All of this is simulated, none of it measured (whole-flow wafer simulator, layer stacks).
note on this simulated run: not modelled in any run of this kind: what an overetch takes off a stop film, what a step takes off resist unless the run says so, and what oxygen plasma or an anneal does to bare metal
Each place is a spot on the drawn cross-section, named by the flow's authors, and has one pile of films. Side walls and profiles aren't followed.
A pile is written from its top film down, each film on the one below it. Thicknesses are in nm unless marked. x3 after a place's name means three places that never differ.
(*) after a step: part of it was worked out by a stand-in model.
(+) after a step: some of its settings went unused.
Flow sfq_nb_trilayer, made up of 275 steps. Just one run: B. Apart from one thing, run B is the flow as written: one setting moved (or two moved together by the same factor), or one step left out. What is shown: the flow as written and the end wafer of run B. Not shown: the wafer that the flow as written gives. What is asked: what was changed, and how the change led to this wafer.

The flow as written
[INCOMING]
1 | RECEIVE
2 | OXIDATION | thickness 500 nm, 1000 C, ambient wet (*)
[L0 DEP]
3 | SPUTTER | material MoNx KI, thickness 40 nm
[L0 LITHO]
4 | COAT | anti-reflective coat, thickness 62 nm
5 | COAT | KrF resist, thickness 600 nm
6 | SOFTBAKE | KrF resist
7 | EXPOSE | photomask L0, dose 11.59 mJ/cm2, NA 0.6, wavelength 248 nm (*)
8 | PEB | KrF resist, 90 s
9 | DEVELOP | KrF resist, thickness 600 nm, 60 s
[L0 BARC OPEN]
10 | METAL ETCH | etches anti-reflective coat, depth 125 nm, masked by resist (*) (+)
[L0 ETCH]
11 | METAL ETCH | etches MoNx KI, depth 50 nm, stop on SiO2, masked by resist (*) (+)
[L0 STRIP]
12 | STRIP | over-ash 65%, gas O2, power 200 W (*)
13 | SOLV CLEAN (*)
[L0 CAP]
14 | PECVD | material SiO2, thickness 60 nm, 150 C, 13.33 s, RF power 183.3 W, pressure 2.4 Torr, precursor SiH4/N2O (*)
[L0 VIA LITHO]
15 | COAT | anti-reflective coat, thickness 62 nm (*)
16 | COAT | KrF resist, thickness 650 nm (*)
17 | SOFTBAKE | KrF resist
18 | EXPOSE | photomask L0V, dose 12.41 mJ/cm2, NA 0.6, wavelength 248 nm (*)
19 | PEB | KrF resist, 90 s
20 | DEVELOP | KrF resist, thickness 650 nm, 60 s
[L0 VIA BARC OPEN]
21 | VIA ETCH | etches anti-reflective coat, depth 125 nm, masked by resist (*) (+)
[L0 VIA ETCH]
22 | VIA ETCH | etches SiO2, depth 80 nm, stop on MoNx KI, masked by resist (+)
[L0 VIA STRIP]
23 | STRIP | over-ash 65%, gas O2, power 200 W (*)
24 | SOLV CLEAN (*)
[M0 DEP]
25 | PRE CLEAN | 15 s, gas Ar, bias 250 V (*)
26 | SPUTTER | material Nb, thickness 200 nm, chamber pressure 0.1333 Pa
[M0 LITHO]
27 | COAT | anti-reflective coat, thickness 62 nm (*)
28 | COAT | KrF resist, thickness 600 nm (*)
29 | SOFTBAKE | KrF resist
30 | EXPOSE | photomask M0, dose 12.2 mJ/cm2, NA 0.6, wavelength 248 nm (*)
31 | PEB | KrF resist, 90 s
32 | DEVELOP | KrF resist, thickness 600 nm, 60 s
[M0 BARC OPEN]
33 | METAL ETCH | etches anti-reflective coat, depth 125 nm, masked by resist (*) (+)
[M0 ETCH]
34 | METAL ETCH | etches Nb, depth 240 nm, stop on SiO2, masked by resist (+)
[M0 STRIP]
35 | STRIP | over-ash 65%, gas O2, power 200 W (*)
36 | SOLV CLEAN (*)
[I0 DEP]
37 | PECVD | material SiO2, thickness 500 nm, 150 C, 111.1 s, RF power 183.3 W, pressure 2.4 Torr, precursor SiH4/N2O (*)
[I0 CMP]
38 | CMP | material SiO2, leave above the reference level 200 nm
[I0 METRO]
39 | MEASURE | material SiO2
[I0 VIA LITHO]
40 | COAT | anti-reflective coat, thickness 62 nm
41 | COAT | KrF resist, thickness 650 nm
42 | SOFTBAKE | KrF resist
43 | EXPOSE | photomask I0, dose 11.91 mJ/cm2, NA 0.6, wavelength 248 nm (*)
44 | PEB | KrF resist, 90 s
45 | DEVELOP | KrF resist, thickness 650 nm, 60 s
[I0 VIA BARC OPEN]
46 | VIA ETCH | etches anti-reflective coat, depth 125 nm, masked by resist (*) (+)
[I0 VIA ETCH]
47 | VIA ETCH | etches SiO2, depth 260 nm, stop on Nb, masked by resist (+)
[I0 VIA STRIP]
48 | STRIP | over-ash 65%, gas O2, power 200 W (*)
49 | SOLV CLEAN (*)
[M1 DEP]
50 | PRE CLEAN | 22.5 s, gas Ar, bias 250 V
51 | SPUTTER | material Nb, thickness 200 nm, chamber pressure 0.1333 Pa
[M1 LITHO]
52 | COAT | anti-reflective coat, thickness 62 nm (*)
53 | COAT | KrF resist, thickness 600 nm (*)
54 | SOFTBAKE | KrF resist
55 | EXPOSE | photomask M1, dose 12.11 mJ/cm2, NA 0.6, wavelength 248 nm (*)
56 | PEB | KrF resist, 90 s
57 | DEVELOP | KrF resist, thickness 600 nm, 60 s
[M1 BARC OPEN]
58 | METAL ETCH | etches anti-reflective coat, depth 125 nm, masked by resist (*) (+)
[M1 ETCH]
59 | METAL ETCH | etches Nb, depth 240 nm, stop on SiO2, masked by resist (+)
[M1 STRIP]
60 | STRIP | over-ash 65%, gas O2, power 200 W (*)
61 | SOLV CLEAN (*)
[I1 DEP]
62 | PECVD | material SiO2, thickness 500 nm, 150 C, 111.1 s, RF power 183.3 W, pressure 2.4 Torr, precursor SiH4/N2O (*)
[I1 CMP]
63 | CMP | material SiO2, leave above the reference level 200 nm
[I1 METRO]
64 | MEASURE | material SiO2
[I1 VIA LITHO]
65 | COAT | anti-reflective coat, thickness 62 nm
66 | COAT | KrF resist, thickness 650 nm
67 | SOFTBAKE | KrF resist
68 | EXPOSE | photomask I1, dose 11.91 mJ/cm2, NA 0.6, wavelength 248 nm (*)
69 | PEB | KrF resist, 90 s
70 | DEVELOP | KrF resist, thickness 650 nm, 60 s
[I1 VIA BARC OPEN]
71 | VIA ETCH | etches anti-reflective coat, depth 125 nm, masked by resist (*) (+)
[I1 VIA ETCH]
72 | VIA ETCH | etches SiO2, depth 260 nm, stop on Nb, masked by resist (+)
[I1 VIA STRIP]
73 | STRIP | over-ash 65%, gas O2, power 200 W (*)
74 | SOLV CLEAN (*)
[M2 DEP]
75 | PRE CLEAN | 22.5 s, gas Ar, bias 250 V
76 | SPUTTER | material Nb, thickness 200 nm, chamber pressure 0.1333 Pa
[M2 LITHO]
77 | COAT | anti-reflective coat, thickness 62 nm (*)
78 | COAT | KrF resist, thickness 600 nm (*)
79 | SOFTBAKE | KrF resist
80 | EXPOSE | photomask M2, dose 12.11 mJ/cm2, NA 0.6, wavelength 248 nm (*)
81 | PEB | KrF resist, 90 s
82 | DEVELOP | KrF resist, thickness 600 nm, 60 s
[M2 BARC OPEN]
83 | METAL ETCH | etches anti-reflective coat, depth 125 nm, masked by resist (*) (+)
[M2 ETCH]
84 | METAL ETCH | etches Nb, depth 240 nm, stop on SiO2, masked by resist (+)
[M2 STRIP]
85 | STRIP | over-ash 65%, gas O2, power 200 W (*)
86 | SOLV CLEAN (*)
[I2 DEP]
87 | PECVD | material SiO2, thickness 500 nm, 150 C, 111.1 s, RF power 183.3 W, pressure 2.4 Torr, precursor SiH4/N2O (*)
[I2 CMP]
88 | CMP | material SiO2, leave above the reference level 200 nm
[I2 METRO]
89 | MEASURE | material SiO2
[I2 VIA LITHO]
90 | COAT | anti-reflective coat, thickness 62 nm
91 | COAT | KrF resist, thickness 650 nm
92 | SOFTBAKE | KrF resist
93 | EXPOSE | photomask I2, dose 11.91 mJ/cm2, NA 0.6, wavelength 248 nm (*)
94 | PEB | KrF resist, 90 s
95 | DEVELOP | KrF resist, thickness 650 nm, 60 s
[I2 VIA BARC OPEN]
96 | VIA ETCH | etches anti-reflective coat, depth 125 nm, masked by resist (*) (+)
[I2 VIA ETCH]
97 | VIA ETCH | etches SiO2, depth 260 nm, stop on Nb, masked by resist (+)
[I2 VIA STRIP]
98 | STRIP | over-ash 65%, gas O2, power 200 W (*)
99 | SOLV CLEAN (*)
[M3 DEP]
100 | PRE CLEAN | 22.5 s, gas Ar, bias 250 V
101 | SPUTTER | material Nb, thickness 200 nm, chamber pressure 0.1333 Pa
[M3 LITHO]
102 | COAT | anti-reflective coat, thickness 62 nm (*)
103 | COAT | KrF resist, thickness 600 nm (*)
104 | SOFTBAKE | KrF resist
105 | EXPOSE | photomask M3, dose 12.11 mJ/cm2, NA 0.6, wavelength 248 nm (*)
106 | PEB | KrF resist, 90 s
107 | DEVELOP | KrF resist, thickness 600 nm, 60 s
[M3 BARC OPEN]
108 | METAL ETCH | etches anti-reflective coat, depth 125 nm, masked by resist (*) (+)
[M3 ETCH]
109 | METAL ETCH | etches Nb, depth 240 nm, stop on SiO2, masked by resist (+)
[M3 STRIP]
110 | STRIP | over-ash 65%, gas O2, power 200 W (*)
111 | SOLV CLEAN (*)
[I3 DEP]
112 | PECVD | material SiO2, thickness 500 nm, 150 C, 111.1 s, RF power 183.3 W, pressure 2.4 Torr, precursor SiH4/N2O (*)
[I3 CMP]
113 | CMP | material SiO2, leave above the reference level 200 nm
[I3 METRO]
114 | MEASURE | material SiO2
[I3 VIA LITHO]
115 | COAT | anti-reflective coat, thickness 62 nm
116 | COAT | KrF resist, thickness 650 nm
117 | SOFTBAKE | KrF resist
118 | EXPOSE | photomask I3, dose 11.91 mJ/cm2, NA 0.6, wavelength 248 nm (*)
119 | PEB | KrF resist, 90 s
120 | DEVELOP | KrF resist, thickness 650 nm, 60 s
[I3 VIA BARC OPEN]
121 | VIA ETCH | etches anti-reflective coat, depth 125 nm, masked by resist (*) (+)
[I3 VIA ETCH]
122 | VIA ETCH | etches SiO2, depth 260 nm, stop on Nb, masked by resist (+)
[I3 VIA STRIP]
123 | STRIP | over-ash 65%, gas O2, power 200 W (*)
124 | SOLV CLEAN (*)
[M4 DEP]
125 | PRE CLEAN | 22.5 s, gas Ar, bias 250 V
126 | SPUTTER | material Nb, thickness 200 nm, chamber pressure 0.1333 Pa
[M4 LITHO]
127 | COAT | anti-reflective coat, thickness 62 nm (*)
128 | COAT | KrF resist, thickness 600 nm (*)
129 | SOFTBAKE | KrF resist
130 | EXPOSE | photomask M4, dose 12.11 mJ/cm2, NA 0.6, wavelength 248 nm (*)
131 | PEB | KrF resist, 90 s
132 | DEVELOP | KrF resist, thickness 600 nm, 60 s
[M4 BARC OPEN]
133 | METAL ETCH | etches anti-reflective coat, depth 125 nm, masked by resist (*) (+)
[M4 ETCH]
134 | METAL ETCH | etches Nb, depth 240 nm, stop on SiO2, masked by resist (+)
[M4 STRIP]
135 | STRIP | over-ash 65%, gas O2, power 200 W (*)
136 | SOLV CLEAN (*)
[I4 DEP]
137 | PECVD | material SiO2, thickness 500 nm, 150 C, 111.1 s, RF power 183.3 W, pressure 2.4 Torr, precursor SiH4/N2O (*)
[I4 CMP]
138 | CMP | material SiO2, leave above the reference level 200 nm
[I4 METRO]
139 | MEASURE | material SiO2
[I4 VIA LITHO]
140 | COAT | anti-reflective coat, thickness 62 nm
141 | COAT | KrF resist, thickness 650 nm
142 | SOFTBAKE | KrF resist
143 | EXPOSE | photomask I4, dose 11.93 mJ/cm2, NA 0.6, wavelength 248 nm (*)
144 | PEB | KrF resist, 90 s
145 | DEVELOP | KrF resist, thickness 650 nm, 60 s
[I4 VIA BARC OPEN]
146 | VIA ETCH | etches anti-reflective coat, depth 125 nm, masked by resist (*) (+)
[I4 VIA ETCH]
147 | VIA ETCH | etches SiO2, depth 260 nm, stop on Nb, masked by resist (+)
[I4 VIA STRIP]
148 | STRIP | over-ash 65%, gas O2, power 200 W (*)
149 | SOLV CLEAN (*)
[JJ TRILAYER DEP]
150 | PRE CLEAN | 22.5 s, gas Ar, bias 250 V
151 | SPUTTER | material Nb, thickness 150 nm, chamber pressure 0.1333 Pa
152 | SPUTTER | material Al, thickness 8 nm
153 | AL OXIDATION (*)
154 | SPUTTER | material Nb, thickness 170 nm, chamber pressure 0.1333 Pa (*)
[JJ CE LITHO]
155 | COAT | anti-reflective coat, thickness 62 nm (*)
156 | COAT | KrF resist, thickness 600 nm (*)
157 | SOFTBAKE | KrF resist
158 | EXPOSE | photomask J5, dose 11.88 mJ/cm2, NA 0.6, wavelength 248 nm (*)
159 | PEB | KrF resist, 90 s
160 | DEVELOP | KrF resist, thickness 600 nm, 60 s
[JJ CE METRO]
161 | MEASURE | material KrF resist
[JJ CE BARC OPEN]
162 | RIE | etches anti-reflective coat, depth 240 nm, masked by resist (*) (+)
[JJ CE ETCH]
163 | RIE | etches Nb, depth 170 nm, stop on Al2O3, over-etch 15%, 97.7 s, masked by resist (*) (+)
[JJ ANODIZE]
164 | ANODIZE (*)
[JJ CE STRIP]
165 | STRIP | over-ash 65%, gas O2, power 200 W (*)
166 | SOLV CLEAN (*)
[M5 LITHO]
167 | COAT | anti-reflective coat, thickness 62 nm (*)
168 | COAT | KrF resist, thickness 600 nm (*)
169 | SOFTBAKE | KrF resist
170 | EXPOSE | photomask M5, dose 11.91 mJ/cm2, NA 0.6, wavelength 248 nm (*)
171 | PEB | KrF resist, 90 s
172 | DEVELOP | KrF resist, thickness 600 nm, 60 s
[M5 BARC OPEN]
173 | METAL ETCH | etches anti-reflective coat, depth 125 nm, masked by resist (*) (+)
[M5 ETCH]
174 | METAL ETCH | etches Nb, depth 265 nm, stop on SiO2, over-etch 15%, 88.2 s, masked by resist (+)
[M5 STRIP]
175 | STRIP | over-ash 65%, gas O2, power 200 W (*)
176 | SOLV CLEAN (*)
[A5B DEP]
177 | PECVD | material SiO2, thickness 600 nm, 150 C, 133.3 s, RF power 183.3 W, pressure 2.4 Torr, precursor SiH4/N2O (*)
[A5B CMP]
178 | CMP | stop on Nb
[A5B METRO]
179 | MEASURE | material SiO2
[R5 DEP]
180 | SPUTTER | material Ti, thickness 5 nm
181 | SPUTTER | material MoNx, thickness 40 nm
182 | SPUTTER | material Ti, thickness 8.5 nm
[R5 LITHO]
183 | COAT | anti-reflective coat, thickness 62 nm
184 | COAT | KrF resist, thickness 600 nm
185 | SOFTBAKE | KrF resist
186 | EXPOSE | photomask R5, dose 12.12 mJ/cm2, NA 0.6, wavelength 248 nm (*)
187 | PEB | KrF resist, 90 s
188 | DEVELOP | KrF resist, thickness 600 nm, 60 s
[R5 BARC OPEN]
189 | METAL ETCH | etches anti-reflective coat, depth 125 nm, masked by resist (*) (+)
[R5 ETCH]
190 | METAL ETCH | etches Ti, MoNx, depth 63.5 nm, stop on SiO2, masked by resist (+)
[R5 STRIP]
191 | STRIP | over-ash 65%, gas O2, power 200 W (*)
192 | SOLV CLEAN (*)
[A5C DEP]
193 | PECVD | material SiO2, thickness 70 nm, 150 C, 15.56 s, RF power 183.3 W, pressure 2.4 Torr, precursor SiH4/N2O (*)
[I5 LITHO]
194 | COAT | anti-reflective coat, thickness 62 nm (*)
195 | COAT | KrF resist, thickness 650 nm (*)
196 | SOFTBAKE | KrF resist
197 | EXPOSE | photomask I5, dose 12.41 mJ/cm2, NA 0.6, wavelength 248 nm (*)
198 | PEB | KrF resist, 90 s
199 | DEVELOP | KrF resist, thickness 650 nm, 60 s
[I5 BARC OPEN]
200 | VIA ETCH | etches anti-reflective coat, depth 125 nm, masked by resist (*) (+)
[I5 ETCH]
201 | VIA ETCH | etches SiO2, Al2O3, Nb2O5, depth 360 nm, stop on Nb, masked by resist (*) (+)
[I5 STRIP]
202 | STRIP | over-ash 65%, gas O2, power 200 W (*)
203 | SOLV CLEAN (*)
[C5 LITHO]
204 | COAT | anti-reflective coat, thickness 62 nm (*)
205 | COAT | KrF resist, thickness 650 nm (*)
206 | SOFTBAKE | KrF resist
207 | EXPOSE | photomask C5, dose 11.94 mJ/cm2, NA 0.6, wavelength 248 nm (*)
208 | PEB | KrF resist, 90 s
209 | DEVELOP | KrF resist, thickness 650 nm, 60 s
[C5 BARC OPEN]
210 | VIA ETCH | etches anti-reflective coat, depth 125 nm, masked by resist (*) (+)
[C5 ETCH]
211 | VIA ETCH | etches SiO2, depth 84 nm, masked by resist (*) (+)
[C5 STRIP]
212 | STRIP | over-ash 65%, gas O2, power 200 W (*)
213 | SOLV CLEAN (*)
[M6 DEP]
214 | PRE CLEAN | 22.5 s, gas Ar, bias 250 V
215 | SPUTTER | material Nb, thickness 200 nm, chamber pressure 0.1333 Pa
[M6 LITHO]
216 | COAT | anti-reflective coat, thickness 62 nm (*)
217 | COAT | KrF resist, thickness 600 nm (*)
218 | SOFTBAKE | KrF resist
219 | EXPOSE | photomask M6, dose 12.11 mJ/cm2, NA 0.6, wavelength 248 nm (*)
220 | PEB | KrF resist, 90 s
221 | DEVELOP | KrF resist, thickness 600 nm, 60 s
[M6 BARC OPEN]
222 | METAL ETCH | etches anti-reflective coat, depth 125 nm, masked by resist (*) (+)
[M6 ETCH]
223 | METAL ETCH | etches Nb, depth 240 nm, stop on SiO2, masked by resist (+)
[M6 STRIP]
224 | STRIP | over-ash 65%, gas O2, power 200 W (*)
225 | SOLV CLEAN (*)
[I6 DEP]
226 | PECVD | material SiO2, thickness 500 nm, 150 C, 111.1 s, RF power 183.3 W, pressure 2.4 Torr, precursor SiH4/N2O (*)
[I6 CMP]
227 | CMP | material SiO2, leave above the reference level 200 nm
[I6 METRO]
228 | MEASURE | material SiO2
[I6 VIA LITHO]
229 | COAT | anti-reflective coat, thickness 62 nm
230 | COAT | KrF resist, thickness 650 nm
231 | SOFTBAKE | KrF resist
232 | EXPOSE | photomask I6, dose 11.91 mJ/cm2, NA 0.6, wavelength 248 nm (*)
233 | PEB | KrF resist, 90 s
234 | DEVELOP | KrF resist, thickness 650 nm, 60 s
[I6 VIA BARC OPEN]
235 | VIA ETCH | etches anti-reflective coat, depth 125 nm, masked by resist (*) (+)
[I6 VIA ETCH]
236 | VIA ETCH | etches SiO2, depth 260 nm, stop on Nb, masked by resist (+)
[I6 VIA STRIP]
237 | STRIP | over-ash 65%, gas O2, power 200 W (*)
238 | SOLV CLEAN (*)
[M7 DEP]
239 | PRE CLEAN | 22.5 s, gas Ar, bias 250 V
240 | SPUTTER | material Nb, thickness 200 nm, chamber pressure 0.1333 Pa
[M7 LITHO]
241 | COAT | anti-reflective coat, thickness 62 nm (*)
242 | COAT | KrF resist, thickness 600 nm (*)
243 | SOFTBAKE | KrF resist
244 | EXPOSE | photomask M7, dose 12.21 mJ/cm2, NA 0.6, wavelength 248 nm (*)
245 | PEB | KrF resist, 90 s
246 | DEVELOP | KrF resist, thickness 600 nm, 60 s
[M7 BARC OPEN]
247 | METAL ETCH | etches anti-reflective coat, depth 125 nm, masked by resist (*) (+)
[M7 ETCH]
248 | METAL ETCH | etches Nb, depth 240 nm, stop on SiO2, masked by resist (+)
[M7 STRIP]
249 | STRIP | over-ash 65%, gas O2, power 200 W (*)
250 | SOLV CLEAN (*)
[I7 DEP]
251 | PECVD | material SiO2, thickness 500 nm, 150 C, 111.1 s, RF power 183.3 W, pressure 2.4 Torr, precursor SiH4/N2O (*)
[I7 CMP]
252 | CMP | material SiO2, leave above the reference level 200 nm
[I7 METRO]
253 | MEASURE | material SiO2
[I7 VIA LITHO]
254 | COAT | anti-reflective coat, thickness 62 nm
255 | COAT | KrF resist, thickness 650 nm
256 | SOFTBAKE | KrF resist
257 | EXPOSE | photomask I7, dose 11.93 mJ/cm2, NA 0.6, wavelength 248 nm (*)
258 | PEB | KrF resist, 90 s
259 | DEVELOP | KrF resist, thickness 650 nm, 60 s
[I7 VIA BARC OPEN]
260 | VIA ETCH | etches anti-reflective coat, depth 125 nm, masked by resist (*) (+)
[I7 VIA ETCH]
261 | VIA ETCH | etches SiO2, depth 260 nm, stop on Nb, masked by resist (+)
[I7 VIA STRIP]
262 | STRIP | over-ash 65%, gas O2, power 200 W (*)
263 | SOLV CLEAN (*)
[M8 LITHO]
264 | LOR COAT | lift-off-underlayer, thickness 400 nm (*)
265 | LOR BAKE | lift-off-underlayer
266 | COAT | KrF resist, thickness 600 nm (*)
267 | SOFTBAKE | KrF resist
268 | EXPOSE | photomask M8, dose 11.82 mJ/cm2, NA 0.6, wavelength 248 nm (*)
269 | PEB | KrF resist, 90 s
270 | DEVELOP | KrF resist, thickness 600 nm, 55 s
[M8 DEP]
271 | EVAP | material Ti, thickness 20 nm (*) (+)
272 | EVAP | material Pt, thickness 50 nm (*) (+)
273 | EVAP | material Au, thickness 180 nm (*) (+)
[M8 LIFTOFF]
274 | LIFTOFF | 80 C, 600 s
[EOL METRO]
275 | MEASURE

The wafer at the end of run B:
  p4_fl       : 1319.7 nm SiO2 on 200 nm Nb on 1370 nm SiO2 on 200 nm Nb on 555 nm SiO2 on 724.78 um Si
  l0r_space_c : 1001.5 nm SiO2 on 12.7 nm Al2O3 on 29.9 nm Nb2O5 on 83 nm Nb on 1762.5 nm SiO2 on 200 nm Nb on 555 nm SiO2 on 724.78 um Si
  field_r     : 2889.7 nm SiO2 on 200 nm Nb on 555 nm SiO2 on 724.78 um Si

Cause: step 151, SPUTTER: thickness 93.8 nm was run, whereas the flow has thickness 150 nm.

Step by step, how the change led to this:
  151 | SPUTTER | material Nb, thickness 150 nm, chamber pressure 0.1333 Pa
      field_l, v_sur, via_sp and 100 more: Nb gains 93.8 (new film) (in the flow as written it would be: Nb gains 150 (new film))
      via_wl, via_wr: Nb gains 67 (in the flow as written it would be: Nb gains 130.4)
      (also at 1 further place)
  154 | SPUTTER | material Nb, thickness 170 nm, chamber pressure 0.1333 Pa (*)
      via_w: Nb gains 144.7 (new film) (in the flow as written it would be: Nb gains 141 (new film))
  155 | COAT | anti-reflective coat, thickness 62 nm (*)
      via_wl, via_wr: anti-reflective coat gains 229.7 (new film) (in the flow as written it would be: anti-reflective coat gains 209.4 (new film))
  162 | RIE | etches anti-reflective coat, depth 240 nm, masked by resist (*) (+)
      ce_l, c5j, ce_r, wl_jj: KrF resist loses 229.7 (in the flow as written it would be: KrF resist loses 209.4)
      via_wl, via_wr: anti-reflective coat loses 229.7 (all of it) (in the flow as written it would be: anti-reflective coat loses 209.4 (all of it))
  163 | RIE | etches Nb, depth 170 nm, stop on Al2O3, over-etch 15%, 97.7 s, masked by resist (*) (+)
      via_w: Nb loses 144.7 (all of it), Al2O3 loses 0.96 (all of it) (in the flow as written it would be: Nb loses 141 (all of it), Al2O3 loses 0.96 (all of it))
  164 | ANODIZE (*)
      via_wl, via_wr: Al2O3 gains 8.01 (new film), Nb2O5 gains 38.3 (new film), Al loses 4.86 (all of it), Nb loses 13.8 (in the flow as written it would be: Al2O3 gains 7.52 (new film), Nb2O5 gains 39.2 (new film), Al loses 4.56 (all of it), Nb loses 14.1)
  165 | STRIP | over-ash 65%, gas O2, power 200 W (*)
      c5j, ce_r: KrF resist loses 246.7 (all of it), anti-reflective coat loses 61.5 (all of it) (in the flow as written it would be: KrF resist loses 266.9 (all of it), anti-reflective coat loses 61.5 (all of it))
      ce_l: KrF resist loses 246.6 (all of it), anti-reflective coat loses 61.5 (all of it) (in the flow as written it would be: KrF resist loses 266.8 (all of it), anti-reflective coat loses 61.4 (all of it))
      (also at 1 further place)
  167 | COAT | anti-reflective coat, thickness 62 nm (*)
      via_wl: anti-reflective coat gains 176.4 (new film) (in the flow as written it would be: anti-reflective coat gains 170.5 (new film))
      via_w: anti-reflective coat gains 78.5 (new film) (in the flow as written it would be: anti-reflective coat gains 84.1 (new film))
      (also at 1 further place)
  174 | METAL ETCH | etches Nb, depth 265 nm, stop on SiO2, over-etch 15%, 88.2 s, masked by resist (+)
      field_l, r_sur, res and 50 more: Al2O3 loses 12.6 (all of it), Nb2O5 loses 29.9 (all of it), Nb loses 83 (all of it), SiO2 loses 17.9 (in the flow as written it would be: Al2O3 loses 12.6 (all of it), Nb2O5 loses 29.9 (all of it), Nb loses 139.2 (all of it), SiO2 loses 12.3)
  175 | STRIP | over-ash 65%, gas O2, power 200 W (*)
      via_wl: KrF resist loses 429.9 (all of it), anti-reflective coat loses 176.4 (all of it) (in the flow as written it would be: KrF resist loses 427 (all of it), anti-reflective coat loses 170.5 (all of it))
      via_w: KrF resist loses 497.5 (all of it), anti-reflective coat loses 78.5 (all of it) (in the flow as written it would be: KrF resist loses 503.5 (all of it), anti-reflective coat loses 84.1 (all of it))
      (also at 1 further place)
  177 | PECVD | material SiO2, thickness 600 nm, 150 C, 133.3 s, RF power 183.3 W, pressure 2.4 Torr, precursor SiH4/N2O (*)
      via_wl, via_wr: SiO2 gains 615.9 (new film) (in the flow as written it would be: SiO2 gains 600 (new film))
  178 | CMP | stop on Nb
      field_l, p4_fl, p4_fm and 39 more: SiO2 loses 309.9 (in the flow as written it would be: SiO2 loses 259.3)
      r_sur, res, r_end, moat, field_r, lsp_l: SiO2 loses 309.9 (in the flow as written it would be: SiO2 loses 252.3)
      (also at 8 further places)
